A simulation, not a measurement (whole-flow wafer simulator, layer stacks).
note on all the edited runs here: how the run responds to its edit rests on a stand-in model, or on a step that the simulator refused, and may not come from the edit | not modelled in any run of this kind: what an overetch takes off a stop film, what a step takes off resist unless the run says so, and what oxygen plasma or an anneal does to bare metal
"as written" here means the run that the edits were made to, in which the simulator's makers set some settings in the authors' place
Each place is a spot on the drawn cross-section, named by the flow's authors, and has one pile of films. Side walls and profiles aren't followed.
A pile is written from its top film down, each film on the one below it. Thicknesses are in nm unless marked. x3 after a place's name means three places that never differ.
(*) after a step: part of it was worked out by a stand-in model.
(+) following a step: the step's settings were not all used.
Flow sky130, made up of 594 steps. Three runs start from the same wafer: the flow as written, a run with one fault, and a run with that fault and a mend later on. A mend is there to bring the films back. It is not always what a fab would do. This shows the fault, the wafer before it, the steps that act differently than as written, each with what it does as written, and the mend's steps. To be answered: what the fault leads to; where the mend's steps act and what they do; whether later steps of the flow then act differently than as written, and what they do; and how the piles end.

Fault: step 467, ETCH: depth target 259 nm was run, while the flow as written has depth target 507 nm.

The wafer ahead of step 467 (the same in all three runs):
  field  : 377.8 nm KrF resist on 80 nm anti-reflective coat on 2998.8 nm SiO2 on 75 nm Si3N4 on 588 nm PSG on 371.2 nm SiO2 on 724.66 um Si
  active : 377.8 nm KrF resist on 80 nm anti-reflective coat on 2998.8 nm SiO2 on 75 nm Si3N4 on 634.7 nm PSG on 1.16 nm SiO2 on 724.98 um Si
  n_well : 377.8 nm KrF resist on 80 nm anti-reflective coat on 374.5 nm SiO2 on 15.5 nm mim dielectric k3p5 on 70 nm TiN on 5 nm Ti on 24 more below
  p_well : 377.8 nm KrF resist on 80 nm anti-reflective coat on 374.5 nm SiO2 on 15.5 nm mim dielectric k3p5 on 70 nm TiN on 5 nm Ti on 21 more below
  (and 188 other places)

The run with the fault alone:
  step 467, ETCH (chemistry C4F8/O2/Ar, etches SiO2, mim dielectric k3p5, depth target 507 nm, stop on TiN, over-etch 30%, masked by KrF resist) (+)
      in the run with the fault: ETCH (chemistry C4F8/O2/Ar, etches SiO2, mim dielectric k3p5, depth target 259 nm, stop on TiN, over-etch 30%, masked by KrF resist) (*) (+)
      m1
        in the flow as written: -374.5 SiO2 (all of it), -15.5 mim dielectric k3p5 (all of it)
        in the run with the fault: -259 SiO2
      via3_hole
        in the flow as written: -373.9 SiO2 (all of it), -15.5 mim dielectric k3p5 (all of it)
        in the run with the fault: -259 SiO2
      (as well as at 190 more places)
  Steps later in the flow that act otherwise than as written (not shown: 1 more step that differs only slightly, by at most 2% or 0.5 nm, whichever is larger):
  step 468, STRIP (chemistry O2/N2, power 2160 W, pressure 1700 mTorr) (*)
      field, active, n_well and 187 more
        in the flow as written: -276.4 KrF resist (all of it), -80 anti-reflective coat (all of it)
        in the run with the fault: -326 KrF resist (all of it), -80 anti-reflective coat (all of it)
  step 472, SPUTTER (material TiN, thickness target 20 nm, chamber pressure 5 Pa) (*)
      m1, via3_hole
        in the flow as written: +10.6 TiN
        in the run with the fault: +12.5 TiN (new film)
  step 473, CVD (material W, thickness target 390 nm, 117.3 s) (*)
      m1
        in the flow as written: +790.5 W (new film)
        in the run with the fault: +657.1 W (new film)
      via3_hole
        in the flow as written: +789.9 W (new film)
        in the run with the fault: +657.1 W (new film)
  By the end, the piles at m1, via3_hole depart from the flow's by more than 2% or 0.5 nm, whichever is larger.
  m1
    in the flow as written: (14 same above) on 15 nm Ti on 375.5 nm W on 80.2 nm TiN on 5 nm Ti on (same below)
    in the run with the fault: (14 same above) on 15 nm Ti on 242.1 nm W on 12.5 nm TiN on 115.5 nm SiO2 on 15.5 nm mim dielectric k3p5 on 70 nm TiN on 5 nm Ti on (same below)
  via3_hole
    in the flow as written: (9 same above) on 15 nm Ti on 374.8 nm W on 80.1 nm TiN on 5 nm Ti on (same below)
    in the run with the fault: (9 same above) on 15 nm Ti on 242.1 nm W on 12.5 nm TiN on 114.9 nm SiO2 on 15.5 nm mim dielectric k3p5 on 70 nm TiN on 5 nm Ti on (same below)

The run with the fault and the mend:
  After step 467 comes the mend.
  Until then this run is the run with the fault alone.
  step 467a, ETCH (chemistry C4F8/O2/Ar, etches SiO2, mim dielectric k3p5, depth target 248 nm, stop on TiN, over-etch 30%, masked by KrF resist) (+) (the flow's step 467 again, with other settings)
      field, active, n_well and 187 more
        -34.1 KrF resist
      m1
        -115.5 SiO2 (all of it), -15.5 mim dielectric k3p5 (all of it)
      via3_hole
        -114.9 SiO2 (all of it), -15.5 mim dielectric k3p5 (all of it)
  Steps later in the flow that act otherwise than as written:
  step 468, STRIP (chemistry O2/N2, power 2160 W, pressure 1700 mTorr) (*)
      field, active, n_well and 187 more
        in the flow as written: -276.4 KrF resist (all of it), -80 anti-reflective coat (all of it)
        in the run with the mend: -292 KrF resist (all of it), -80 anti-reflective coat (all of it)
  At every place that both follow, the piles at the end match the flow's.
